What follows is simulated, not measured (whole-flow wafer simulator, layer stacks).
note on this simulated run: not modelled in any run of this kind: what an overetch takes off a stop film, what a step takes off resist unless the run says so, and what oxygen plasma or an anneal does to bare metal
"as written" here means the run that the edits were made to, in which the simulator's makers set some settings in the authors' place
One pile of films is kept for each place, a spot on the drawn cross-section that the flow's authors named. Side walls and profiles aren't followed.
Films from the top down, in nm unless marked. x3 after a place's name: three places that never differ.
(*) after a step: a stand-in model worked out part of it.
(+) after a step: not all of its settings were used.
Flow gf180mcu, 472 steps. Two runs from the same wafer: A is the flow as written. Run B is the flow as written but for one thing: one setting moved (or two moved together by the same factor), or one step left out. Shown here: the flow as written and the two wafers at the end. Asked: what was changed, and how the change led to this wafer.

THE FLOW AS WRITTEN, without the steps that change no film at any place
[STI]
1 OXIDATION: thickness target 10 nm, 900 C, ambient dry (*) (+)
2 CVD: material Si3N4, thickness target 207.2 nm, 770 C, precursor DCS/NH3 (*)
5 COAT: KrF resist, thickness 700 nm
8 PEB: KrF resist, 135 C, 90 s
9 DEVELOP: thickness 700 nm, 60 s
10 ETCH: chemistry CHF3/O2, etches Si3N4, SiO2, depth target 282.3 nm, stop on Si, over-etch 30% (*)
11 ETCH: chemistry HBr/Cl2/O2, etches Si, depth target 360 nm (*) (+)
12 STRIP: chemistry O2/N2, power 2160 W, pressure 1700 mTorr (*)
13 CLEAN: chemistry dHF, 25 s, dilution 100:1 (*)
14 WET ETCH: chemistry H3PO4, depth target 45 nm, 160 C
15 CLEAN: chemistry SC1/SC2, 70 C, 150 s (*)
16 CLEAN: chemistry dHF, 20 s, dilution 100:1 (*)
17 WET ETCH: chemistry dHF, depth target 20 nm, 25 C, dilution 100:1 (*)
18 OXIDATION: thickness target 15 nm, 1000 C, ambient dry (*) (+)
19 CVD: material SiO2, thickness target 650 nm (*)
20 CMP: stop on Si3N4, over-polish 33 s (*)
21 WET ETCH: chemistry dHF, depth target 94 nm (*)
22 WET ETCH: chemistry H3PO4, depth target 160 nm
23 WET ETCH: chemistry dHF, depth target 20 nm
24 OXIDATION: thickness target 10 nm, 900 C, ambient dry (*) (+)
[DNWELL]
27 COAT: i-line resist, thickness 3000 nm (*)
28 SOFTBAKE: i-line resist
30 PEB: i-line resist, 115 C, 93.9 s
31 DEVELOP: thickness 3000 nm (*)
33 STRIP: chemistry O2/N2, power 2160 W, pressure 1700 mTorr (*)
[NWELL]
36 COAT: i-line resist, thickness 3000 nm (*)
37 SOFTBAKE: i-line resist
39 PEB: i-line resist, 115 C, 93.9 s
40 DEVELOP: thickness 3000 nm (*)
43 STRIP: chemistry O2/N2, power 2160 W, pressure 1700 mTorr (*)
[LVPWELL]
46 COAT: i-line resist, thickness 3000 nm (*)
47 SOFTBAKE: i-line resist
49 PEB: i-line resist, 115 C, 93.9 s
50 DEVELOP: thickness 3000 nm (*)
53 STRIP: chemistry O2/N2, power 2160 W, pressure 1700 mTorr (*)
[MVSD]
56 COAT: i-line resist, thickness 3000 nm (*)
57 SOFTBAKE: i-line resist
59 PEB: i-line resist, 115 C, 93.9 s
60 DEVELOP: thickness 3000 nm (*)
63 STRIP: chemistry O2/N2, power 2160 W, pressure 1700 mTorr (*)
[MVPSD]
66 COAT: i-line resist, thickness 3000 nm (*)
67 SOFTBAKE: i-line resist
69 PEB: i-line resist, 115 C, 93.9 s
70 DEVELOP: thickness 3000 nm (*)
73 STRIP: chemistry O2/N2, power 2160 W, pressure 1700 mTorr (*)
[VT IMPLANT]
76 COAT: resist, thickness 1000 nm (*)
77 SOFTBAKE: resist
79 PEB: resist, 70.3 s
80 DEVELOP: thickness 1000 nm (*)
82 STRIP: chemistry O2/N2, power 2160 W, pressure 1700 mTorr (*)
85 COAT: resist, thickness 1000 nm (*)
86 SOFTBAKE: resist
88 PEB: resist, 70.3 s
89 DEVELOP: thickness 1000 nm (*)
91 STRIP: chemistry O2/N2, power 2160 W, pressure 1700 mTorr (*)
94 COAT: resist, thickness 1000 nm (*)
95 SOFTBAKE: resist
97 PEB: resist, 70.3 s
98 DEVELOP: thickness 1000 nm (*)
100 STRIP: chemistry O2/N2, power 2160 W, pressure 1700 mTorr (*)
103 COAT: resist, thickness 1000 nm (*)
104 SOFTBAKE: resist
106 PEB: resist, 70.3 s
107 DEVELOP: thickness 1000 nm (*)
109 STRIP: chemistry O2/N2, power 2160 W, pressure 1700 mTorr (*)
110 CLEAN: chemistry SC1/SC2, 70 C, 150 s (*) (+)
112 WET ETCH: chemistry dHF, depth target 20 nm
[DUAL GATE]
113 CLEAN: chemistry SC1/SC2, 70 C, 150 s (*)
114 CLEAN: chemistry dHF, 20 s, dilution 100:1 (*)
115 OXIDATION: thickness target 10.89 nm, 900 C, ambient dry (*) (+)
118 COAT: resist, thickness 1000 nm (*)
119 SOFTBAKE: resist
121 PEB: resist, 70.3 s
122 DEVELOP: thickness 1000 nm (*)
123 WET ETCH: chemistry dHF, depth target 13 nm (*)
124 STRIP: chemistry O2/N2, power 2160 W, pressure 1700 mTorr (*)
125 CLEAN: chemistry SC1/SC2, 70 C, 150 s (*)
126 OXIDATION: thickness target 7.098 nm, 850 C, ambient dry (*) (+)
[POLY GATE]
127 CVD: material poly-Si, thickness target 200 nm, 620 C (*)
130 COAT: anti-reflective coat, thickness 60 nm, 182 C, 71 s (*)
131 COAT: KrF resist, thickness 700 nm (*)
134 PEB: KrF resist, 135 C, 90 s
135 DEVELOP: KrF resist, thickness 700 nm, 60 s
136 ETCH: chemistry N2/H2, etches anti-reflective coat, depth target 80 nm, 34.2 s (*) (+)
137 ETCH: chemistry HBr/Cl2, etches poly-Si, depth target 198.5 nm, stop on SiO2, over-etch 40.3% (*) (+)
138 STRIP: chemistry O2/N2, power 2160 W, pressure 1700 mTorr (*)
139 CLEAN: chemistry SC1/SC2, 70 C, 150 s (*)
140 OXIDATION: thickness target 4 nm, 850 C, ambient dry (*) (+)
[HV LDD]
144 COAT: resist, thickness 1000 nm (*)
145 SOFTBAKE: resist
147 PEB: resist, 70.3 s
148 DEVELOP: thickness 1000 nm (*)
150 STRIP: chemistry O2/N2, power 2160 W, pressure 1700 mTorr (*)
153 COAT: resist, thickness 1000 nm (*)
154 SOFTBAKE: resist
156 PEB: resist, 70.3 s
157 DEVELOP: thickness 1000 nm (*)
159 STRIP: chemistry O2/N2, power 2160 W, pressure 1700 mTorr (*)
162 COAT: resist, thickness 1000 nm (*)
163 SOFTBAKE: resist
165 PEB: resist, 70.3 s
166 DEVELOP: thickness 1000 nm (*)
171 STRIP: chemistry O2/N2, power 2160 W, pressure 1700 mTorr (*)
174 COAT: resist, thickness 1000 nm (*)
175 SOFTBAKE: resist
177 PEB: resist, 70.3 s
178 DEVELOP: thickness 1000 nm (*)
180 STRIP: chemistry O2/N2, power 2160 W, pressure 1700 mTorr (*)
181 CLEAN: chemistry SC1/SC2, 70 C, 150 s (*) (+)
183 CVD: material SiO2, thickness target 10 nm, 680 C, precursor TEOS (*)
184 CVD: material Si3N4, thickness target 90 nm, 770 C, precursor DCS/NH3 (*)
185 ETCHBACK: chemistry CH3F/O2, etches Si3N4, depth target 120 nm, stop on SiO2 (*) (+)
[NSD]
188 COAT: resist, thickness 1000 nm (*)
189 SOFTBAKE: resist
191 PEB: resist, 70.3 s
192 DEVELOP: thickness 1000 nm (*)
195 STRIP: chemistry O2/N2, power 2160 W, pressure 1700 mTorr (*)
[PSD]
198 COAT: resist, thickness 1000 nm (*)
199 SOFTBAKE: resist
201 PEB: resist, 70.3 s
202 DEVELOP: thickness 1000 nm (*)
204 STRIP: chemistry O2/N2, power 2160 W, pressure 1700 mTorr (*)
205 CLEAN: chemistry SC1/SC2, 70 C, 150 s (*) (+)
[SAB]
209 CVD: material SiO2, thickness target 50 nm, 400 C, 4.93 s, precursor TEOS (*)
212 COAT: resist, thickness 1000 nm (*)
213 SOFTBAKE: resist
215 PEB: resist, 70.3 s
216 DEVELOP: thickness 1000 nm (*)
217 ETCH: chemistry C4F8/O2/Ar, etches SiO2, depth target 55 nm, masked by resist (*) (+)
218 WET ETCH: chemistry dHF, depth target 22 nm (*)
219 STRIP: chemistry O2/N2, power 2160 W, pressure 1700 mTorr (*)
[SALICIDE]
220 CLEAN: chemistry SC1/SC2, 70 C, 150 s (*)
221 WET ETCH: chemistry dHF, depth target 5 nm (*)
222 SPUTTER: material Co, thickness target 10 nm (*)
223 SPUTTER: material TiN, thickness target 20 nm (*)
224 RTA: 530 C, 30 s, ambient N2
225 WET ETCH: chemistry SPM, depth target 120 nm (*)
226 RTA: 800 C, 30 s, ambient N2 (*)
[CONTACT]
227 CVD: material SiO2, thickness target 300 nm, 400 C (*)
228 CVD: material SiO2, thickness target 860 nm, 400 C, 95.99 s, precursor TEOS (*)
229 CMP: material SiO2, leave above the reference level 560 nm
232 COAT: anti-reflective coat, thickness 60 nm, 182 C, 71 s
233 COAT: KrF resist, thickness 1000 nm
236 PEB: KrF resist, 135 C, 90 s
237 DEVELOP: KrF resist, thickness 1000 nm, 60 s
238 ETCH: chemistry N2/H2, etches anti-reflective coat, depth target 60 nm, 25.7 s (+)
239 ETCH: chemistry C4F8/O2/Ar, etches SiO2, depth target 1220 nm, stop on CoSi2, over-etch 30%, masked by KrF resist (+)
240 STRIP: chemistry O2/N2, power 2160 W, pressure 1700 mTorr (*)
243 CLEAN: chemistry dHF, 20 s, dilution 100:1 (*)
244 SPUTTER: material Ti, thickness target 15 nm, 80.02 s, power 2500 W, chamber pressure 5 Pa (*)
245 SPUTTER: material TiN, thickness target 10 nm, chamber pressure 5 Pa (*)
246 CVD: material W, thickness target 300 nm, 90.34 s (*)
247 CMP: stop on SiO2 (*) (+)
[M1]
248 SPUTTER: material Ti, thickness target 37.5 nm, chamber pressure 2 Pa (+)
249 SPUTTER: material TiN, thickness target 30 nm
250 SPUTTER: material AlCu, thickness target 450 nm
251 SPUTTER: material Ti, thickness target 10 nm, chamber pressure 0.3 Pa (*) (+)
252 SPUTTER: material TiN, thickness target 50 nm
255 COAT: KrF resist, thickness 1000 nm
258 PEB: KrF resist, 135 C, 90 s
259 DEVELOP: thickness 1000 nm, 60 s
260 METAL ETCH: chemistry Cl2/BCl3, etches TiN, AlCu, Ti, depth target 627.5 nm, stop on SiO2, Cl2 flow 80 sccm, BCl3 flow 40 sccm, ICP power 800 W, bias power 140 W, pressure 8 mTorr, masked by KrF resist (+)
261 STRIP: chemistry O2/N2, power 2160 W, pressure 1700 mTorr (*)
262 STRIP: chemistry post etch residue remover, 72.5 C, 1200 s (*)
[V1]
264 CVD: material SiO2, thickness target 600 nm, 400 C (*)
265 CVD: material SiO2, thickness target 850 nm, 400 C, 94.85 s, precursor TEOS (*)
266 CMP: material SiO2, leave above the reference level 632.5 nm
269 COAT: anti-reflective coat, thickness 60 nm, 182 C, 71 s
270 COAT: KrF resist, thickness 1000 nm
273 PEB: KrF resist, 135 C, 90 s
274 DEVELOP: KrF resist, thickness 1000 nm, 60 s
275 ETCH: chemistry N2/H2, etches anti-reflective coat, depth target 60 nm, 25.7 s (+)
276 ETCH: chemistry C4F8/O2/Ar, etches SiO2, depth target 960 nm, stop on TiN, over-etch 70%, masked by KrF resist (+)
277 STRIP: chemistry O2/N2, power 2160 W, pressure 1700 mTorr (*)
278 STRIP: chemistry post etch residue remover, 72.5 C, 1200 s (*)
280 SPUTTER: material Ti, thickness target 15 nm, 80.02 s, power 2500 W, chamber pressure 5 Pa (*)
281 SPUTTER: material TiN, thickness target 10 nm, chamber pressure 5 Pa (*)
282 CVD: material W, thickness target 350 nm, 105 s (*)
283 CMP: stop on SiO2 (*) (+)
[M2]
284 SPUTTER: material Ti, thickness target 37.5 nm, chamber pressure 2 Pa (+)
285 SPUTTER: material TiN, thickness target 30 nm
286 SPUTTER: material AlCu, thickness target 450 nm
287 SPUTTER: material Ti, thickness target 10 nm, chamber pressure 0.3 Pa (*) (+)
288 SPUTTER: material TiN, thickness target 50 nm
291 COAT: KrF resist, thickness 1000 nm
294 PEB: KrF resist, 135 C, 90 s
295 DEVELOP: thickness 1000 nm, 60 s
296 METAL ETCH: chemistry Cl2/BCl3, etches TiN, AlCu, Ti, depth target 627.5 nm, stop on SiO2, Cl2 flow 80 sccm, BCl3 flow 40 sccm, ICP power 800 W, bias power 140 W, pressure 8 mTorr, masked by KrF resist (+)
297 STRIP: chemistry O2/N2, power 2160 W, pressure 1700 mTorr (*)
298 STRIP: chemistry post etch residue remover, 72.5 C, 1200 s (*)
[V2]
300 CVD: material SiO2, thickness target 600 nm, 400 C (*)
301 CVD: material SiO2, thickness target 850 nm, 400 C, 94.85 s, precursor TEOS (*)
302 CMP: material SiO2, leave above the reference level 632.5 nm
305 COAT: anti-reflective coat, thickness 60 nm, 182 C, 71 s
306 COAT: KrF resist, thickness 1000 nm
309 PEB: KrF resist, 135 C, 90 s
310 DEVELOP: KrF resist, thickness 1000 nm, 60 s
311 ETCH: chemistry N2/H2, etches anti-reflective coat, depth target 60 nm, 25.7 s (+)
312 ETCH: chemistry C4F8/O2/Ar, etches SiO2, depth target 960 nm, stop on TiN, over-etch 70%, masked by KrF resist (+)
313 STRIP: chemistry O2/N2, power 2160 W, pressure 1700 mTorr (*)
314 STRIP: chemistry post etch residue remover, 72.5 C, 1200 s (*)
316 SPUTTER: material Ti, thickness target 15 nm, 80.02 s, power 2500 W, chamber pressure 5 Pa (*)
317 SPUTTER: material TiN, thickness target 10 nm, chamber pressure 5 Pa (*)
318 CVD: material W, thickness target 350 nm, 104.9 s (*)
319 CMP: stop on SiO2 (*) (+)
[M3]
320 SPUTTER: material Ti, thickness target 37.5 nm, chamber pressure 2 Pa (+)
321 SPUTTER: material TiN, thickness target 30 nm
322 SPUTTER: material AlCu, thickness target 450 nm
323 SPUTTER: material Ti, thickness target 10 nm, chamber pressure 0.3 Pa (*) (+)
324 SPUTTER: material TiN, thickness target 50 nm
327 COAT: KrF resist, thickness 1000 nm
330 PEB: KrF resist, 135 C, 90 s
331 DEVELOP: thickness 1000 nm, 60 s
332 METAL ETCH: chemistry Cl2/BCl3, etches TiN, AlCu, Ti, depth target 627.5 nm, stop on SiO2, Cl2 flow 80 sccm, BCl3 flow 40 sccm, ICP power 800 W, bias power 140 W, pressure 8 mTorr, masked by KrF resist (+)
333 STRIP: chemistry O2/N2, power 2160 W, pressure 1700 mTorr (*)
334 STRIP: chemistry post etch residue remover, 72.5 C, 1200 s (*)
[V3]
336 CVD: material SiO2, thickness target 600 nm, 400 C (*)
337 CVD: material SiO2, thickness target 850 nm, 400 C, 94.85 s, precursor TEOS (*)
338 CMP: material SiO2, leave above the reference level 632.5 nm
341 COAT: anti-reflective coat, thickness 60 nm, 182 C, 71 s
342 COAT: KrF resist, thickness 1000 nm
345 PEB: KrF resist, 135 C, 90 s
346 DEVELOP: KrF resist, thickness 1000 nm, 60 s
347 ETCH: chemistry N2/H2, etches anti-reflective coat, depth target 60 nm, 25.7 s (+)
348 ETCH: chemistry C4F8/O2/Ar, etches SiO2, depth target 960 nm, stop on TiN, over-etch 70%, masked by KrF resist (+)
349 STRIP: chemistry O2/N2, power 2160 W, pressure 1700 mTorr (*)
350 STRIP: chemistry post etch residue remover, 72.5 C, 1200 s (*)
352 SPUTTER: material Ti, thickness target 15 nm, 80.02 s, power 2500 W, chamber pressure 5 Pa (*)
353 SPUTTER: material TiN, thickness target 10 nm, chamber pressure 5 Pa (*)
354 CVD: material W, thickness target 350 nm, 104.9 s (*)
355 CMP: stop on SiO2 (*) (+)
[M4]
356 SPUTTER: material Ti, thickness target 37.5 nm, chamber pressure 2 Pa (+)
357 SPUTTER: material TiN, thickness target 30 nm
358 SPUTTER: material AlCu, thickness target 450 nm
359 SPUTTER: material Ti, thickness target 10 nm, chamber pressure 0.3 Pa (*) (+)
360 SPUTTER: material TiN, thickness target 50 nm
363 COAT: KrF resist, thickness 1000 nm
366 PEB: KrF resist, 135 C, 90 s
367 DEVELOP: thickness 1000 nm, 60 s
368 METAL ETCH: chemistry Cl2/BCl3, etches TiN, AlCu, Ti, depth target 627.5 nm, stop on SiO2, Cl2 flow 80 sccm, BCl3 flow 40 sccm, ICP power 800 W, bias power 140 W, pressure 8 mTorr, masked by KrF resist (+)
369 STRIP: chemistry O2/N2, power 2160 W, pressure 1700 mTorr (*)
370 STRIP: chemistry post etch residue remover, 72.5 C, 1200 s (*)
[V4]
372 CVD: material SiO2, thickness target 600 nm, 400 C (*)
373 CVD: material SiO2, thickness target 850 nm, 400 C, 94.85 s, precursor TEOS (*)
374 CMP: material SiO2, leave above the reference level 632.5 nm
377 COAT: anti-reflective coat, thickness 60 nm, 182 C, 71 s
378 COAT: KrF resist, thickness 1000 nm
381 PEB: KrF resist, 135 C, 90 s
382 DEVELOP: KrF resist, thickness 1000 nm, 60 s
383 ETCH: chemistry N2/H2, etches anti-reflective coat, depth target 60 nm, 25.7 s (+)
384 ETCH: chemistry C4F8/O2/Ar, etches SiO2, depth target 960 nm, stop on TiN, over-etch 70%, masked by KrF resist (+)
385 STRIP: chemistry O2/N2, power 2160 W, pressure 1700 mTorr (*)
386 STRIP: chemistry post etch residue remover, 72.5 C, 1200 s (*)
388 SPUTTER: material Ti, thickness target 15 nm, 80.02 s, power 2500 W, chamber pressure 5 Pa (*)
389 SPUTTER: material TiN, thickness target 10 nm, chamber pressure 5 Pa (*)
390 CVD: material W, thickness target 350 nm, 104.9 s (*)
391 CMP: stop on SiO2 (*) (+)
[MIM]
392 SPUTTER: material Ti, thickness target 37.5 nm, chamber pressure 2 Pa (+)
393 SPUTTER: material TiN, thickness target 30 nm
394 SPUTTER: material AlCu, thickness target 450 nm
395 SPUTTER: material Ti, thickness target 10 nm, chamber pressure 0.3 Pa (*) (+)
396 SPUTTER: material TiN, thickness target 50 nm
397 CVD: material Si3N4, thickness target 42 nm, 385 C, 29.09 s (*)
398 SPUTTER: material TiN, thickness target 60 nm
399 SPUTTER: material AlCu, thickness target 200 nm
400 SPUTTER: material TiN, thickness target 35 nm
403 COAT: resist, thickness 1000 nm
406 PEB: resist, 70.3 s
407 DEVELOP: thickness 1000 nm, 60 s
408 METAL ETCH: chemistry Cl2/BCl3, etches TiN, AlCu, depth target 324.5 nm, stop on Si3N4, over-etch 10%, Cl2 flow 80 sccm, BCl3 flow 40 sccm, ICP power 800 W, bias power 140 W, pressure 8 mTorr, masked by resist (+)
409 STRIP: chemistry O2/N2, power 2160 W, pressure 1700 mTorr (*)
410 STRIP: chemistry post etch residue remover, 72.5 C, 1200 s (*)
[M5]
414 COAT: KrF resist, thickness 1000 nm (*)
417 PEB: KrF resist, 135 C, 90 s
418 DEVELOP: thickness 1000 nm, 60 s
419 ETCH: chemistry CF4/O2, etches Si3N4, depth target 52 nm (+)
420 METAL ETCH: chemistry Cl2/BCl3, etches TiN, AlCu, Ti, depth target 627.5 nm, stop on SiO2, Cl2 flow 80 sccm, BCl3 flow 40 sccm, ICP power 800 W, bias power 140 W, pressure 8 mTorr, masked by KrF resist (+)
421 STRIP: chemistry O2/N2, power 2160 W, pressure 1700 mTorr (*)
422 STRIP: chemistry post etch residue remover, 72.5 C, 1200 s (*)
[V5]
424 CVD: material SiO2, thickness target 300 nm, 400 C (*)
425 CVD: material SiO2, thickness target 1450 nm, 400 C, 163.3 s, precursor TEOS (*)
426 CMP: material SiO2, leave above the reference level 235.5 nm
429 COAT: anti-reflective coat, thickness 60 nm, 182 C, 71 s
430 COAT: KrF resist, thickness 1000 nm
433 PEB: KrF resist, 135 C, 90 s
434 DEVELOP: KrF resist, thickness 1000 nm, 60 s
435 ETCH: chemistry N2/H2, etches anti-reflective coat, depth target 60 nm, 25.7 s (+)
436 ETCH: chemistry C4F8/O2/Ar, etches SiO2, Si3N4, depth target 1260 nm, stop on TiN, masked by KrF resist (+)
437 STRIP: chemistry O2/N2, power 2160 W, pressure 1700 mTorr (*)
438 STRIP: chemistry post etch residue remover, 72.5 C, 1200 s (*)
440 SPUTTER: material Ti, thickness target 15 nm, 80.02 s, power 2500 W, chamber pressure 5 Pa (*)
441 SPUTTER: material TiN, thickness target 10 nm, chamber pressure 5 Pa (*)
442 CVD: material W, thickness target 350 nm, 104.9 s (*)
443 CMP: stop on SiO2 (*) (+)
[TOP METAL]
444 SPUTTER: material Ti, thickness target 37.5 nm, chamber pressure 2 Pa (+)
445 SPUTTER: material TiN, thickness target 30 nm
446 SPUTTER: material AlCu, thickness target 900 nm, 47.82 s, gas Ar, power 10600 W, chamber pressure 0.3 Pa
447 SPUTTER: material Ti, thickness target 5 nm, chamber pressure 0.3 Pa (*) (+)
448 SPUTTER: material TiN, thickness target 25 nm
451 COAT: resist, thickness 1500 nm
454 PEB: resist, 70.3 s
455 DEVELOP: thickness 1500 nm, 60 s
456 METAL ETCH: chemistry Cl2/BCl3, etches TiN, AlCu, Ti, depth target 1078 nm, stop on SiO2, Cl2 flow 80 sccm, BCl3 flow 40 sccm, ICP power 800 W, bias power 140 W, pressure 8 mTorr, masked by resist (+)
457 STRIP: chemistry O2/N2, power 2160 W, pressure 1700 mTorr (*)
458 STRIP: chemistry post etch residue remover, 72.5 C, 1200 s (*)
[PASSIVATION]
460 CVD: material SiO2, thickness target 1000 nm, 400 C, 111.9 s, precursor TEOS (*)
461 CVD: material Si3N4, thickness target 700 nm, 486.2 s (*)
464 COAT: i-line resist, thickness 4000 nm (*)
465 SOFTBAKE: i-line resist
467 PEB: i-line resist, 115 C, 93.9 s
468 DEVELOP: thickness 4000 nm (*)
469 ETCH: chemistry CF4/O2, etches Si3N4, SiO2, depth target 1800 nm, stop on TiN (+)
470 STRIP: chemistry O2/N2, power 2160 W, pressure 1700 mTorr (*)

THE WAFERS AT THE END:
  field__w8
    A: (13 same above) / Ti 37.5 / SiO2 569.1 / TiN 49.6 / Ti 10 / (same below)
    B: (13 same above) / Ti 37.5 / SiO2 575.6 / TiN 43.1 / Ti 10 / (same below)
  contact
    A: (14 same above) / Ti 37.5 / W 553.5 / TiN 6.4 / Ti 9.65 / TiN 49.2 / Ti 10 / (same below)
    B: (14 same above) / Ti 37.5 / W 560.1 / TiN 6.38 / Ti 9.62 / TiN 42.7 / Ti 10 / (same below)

The cause: step 360, SPUTTER: thickness target 43.5 nm was run, where the flow has thickness target 50 nm.

How the change led to this, step by step:
  360 SPUTTER: material TiN, thickness target 50 nm
      field, field__w1, field__w2 and 108 more: A TiN +50 (new film) | B TiN +43.5 (new film)
  368 METAL ETCH: chemistry Cl2/BCl3, etches TiN, AlCu, Ti, depth target 627.5 nm, stop on SiO2, Cl2 flow 80 sccm, BCl3 flow 40 sccm, ICP power 800 W, bias power 140 W, pressure 8 mTorr, masked by KrF resist (+)
      field, field__w1, field__w2 and 103 more: A TiN -50 (all of it), Ti -10 (all of it), AlCu -450 (all of it), TiN -30 (all of it), Ti -37.5 (all of it) | B TiN -43.5 (all of it), Ti -10 (all of it), AlCu -450 (all of it), TiN -30 (all of it), Ti -37.5 (all of it)
